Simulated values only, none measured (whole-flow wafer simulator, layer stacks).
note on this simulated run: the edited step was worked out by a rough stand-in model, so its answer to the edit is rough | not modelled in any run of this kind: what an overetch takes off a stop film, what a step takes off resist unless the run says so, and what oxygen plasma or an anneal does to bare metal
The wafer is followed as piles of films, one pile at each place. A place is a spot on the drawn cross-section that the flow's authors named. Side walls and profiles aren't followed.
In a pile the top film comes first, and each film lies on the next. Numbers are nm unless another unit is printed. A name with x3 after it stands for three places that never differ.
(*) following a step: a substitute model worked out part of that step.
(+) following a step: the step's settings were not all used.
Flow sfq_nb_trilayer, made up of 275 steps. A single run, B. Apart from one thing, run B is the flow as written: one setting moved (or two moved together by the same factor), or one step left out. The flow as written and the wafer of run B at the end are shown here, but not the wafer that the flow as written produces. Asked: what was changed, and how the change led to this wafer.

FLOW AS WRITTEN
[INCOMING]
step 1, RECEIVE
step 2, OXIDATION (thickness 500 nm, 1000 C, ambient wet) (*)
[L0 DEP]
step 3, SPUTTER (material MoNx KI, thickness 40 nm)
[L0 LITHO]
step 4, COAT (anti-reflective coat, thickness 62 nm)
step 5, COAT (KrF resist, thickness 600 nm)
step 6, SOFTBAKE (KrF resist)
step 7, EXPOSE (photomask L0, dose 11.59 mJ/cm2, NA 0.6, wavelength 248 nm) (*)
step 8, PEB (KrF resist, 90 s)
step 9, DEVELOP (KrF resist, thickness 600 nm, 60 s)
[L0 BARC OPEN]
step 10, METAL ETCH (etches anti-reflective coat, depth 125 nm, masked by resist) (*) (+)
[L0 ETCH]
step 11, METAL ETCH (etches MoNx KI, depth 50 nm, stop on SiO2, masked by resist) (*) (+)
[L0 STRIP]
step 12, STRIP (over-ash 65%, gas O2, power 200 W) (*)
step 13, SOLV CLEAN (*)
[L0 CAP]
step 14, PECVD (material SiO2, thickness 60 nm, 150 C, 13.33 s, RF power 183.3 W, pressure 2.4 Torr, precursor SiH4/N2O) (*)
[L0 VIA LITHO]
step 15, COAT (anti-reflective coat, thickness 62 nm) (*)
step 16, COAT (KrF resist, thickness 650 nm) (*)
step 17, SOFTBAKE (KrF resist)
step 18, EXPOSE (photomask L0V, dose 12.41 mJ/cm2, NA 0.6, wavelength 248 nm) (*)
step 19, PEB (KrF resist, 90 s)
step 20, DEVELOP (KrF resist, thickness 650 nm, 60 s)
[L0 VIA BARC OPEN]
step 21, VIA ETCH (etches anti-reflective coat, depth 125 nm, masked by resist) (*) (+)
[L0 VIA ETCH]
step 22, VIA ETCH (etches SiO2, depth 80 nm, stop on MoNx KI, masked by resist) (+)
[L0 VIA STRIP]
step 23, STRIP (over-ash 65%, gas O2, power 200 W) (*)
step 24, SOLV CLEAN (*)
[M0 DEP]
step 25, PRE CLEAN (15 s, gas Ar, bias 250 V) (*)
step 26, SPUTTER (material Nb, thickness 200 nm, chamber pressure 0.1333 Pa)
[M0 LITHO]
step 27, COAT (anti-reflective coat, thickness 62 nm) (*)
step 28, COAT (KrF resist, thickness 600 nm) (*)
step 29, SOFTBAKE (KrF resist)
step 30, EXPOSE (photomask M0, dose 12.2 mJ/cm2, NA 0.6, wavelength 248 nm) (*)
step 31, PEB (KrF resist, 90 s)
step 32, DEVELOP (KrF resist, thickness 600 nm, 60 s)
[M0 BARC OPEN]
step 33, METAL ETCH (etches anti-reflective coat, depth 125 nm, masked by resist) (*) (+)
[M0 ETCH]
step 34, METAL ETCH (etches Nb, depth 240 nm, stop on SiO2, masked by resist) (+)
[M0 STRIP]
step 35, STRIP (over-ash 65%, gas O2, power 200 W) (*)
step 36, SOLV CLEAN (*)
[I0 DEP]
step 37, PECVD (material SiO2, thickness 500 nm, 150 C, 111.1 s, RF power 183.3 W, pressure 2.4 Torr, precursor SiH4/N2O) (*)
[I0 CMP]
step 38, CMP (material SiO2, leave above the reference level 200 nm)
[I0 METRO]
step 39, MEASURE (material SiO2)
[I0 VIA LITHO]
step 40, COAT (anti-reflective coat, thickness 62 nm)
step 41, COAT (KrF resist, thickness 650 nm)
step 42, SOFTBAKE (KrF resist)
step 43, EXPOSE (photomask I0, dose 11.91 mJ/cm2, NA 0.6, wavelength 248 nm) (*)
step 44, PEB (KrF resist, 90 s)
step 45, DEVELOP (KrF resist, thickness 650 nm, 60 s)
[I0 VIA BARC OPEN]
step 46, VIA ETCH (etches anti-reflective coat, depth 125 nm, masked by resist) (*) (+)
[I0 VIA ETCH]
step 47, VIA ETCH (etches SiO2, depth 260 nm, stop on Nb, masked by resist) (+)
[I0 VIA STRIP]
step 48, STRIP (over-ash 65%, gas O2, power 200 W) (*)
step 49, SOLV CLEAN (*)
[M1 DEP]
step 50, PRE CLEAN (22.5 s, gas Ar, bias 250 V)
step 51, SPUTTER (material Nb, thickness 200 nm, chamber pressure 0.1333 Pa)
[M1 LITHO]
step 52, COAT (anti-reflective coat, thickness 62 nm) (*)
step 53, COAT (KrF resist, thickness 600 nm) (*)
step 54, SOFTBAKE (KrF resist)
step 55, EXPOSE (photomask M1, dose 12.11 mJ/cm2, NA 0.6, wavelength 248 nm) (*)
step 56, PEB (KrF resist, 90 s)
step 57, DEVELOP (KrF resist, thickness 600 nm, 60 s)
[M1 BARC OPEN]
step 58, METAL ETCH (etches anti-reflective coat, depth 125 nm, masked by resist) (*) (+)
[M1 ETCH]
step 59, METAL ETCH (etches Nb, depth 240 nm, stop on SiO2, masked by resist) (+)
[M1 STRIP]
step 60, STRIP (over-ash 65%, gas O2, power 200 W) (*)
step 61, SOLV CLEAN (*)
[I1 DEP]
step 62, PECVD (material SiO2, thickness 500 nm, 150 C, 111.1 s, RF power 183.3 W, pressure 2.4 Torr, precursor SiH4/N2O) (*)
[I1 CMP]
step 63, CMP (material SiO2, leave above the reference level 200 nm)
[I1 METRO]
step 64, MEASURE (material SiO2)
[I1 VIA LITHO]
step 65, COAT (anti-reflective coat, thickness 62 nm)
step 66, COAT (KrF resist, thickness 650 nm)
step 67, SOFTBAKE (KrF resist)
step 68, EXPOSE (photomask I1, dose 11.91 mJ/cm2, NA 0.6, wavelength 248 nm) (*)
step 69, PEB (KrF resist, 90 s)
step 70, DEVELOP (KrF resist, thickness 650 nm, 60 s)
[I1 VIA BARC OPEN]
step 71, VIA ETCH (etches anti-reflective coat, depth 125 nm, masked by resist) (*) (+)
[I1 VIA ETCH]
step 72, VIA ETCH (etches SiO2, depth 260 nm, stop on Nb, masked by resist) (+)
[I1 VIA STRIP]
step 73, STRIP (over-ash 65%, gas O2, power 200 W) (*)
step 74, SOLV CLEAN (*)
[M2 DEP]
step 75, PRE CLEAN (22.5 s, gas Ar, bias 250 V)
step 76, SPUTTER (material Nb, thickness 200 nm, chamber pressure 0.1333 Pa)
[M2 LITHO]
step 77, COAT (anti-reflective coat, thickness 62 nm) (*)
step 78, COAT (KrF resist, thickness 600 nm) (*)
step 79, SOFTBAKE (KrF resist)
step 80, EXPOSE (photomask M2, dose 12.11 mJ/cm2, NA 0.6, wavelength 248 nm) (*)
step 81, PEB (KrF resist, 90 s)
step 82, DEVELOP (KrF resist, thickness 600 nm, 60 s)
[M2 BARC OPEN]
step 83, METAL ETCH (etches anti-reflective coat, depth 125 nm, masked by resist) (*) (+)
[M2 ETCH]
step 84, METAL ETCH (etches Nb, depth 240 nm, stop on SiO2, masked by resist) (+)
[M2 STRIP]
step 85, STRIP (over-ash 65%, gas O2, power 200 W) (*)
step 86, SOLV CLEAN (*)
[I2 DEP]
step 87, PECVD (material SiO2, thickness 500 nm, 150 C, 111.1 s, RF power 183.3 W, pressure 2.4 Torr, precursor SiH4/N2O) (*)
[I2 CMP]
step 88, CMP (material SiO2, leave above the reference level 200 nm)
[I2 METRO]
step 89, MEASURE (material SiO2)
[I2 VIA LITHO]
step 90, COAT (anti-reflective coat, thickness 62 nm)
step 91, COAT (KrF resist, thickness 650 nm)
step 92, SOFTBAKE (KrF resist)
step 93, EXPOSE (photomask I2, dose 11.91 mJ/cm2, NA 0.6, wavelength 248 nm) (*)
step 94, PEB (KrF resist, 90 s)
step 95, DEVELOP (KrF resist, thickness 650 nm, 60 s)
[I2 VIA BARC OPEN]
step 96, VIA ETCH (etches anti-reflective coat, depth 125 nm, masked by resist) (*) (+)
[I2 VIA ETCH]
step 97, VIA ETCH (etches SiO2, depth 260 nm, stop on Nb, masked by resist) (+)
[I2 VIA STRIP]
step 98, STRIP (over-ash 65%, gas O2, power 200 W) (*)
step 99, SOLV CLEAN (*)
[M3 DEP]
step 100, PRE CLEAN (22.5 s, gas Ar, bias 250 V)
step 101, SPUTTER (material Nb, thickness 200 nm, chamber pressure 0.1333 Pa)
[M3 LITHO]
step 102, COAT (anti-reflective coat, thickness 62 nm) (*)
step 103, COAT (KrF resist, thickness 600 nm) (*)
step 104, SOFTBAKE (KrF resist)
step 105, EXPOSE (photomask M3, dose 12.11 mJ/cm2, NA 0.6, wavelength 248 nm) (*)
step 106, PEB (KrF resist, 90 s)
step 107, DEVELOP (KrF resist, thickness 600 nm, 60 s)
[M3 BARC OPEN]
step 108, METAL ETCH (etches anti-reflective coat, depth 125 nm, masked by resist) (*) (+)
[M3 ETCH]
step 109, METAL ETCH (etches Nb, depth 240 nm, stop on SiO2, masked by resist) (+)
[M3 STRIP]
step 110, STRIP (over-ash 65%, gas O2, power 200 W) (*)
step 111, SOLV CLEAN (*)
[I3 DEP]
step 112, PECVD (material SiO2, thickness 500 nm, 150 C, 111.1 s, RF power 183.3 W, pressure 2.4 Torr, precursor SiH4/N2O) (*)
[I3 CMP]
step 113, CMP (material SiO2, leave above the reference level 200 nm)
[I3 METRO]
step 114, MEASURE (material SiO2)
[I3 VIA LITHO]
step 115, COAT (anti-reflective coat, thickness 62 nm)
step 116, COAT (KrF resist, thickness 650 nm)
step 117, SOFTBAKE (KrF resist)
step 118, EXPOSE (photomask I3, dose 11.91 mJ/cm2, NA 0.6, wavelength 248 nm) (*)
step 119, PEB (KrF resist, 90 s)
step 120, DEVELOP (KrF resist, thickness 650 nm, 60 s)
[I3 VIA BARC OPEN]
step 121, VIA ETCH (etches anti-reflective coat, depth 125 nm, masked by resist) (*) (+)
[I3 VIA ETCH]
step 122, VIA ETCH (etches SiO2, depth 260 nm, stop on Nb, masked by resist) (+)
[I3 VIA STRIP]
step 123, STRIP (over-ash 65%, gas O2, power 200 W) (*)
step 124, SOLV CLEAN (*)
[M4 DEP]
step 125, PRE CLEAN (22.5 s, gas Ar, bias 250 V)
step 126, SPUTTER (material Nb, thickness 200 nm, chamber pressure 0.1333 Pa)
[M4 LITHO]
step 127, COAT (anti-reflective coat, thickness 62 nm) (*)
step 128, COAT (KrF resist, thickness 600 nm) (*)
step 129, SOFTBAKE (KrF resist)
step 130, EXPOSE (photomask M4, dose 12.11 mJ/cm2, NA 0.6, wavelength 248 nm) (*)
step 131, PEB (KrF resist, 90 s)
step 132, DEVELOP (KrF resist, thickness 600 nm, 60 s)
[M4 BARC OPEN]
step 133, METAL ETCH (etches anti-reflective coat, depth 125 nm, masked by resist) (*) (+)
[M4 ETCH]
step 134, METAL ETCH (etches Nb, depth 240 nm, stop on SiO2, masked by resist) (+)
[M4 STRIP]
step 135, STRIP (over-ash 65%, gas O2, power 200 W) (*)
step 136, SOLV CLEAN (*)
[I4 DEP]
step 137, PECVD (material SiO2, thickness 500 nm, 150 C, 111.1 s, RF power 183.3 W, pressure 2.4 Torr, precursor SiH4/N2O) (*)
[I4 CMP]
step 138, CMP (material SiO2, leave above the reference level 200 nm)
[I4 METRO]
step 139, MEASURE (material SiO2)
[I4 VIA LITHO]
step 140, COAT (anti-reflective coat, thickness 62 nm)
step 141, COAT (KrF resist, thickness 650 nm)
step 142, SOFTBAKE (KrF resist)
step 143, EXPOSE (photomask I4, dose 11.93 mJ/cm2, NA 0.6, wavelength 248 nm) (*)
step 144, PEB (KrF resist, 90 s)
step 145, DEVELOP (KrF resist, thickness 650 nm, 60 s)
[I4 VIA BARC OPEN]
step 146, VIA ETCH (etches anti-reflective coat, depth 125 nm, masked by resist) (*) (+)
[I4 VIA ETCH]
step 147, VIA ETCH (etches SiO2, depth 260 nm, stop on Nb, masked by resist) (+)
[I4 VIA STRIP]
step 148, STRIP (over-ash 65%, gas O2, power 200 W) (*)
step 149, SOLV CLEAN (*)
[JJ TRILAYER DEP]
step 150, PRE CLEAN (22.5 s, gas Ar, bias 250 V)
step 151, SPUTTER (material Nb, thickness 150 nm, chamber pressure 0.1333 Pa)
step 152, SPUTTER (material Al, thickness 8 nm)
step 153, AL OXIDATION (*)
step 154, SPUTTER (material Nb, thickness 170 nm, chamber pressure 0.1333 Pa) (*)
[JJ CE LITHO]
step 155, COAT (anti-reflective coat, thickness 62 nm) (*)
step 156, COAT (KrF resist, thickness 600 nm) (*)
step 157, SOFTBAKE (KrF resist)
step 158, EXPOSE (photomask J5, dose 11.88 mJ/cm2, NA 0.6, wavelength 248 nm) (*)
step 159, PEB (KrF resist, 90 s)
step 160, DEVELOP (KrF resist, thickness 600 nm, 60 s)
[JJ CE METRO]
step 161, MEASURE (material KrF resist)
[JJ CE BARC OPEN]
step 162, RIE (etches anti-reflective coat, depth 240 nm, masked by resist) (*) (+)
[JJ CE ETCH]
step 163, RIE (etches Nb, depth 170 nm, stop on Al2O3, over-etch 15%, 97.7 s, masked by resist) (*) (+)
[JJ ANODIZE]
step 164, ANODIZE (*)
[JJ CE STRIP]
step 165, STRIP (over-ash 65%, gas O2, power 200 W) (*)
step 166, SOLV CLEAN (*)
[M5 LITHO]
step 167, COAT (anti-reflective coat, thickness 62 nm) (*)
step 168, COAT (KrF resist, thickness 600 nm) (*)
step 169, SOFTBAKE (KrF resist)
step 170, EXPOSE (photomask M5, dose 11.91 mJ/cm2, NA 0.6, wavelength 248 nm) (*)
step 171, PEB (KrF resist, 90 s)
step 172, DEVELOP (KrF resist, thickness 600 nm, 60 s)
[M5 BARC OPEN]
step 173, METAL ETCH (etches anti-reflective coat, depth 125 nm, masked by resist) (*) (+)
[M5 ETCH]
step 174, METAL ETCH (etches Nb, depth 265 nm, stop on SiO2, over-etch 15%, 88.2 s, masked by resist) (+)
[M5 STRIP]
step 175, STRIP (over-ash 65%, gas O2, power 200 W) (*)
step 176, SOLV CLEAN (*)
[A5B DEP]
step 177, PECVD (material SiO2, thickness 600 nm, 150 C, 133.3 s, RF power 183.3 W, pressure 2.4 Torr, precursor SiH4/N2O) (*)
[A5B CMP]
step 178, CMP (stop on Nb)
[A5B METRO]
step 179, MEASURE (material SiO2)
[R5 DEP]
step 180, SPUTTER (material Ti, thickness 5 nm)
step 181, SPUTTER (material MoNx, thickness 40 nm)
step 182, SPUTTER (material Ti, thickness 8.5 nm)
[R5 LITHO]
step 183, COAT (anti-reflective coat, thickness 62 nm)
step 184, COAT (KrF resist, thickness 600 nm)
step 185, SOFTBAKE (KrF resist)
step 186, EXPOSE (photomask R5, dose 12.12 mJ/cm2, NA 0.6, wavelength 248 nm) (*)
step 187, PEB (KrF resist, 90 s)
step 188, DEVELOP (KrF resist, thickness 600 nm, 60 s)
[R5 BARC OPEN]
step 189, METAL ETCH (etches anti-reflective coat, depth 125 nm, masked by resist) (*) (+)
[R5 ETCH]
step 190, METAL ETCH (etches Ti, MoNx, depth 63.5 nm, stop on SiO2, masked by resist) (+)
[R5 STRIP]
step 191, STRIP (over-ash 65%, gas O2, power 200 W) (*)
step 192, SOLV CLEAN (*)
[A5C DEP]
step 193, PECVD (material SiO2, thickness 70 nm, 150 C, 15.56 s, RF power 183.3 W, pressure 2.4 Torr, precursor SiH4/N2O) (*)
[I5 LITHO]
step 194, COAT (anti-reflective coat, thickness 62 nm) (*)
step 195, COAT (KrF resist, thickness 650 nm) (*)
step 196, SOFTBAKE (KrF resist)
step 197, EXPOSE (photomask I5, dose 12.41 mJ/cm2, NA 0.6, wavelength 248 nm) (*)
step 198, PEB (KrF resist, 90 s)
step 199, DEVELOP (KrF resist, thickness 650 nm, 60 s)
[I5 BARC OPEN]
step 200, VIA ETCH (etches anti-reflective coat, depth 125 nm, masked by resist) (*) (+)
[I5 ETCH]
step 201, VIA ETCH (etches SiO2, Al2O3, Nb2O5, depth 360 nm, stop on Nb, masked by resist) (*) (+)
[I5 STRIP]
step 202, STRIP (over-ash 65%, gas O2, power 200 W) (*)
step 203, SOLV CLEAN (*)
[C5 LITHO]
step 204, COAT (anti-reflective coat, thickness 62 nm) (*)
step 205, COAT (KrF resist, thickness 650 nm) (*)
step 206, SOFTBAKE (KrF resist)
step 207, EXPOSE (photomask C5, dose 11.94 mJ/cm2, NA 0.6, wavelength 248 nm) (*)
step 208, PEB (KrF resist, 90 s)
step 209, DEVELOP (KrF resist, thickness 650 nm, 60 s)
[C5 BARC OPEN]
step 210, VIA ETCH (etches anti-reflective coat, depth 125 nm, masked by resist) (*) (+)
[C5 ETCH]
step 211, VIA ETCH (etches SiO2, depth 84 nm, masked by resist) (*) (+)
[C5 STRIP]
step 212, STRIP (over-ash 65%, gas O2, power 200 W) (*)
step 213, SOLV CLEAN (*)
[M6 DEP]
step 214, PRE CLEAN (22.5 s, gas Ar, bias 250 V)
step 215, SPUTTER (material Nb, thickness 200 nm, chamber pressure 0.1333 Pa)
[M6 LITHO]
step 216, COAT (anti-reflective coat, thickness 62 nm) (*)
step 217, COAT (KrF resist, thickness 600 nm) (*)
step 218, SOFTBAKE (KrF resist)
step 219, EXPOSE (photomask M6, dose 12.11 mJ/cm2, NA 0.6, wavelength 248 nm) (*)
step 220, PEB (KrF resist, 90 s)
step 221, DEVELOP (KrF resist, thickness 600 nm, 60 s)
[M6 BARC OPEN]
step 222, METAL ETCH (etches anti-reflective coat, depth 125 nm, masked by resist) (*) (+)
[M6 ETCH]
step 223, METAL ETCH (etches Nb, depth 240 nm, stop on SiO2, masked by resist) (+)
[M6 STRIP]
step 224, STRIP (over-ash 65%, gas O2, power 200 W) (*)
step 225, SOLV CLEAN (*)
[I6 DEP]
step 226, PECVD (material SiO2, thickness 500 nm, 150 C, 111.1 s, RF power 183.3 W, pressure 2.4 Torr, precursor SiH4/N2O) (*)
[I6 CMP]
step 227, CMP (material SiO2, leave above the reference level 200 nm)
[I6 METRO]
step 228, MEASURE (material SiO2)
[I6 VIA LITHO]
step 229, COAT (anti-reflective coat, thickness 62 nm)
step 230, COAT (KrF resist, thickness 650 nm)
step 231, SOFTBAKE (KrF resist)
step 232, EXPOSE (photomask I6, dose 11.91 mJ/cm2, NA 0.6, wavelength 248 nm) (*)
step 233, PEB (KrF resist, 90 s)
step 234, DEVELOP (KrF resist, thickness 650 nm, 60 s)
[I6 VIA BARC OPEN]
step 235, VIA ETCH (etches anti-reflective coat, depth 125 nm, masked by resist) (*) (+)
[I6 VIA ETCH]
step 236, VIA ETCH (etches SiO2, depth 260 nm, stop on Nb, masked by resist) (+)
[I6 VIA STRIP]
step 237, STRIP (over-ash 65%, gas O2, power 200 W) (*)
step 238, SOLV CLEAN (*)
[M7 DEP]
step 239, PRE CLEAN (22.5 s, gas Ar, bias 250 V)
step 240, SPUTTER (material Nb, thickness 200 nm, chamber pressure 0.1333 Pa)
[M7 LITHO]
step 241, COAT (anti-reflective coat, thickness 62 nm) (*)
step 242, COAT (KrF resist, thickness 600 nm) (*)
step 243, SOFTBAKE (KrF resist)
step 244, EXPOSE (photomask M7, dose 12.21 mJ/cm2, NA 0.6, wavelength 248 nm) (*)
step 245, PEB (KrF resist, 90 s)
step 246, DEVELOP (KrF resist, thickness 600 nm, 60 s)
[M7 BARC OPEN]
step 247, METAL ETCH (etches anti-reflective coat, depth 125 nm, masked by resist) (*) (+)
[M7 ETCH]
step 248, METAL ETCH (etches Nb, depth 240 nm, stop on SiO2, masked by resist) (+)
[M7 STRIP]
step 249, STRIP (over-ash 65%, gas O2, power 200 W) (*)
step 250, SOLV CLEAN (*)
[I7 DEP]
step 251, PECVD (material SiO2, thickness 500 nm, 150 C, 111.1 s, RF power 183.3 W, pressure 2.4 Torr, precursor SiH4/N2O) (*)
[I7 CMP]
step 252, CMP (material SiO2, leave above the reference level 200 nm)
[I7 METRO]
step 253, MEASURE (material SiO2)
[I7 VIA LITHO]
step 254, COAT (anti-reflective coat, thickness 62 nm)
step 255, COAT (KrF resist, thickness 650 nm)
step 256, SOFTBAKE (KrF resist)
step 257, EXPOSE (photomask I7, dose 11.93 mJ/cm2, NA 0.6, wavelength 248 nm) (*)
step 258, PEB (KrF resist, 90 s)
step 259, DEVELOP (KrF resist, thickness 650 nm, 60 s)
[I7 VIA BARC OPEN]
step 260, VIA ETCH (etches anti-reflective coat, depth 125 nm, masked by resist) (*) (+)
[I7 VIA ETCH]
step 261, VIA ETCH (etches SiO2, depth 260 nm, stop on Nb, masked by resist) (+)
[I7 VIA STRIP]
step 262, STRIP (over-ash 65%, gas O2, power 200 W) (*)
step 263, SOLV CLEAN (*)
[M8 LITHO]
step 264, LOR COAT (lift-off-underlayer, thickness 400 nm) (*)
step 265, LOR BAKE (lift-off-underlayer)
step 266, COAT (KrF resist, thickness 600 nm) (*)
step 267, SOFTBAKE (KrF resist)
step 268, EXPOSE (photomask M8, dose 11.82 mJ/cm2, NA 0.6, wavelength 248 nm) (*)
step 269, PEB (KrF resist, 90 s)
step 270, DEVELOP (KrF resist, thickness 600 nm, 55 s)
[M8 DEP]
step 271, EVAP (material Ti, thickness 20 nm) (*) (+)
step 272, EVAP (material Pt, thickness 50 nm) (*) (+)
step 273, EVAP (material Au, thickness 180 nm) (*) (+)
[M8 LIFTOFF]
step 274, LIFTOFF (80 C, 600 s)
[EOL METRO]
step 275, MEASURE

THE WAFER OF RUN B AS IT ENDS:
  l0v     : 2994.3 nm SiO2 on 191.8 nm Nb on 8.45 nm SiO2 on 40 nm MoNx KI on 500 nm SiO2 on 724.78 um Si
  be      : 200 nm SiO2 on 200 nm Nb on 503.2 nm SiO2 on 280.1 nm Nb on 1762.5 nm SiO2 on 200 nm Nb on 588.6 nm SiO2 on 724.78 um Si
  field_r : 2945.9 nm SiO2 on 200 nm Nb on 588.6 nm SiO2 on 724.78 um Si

The reason: step 14, PECVD: thickness 93.6 nm was run, though the flow has thickness 60 nm; step 14, PECVD: 20.8 s was run, where the flow has 13.33 s.

How this came from the change, step by step:
  step 14, PECVD (material SiO2, thickness 60 nm, 150 C, 13.33 s, RF power 183.3 W, pressure 2.4 Torr, precursor SiH4/N2O) (*)
      v_sur, via_wl, via_w and 97 more: +93.6 SiO2 (in the flow as written it would be: +60 SiO2)
      field_l, l0_sur, l0v, l0r_line_l, l0r_line_c, l0r_line_r: +93.6 SiO2 (new film) (in the flow as written it would be: +60 SiO2 (new film))
  step 22, VIA ETCH (etches SiO2, depth 80 nm, stop on MoNx KI, masked by resist) (+)
      l0v: -80 SiO2 (in the flow as written it would be: -59.8 SiO2 (all of it))
  step 25, PRE CLEAN (15 s, gas Ar, bias 250 V) (*)
      l0v: -5 SiO2 (in the flow as written it would be: -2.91 MoNx KI)
  step 27, COAT (anti-reflective coat, thickness 62 nm) (*)
      l0_sur: +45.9 anti-reflective coat (new film) (in the flow as written it would be: +47.5 anti-reflective coat (new film))
      l0v: +83.5 anti-reflective coat (new film) (in the flow as written it would be: +78 anti-reflective coat (new film))
  step 28, COAT (KrF resist, thickness 600 nm) (*)
      l0v: +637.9 KrF resist (new film) (in the flow as written it would be: +622.9 KrF resist (new film))
  step 35, STRIP (over-ash 65%, gas O2, power 200 W) (*)
      l0_sur: -369.6 KrF resist (all of it), -45.9 anti-reflective coat (all of it) (in the flow as written it would be: -372 KrF resist (all of it), -47.5 anti-reflective coat (all of it))
      l0v: -420.2 KrF resist (all of it), -83.5 anti-reflective coat (all of it) (in the flow as written it would be: -405.3 KrF resist (all of it), -78 anti-reflective coat (all of it))
  step 38, CMP (material SiO2, leave above the reference level 200 nm)
      l0v: -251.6 SiO2 (in the flow as written it would be: -277.8 SiO2)
With metal films that touch counted as one body, l0v has 2 bodies (between them, from the top down: SiO2 8.45); the flow as written gives 1 body.
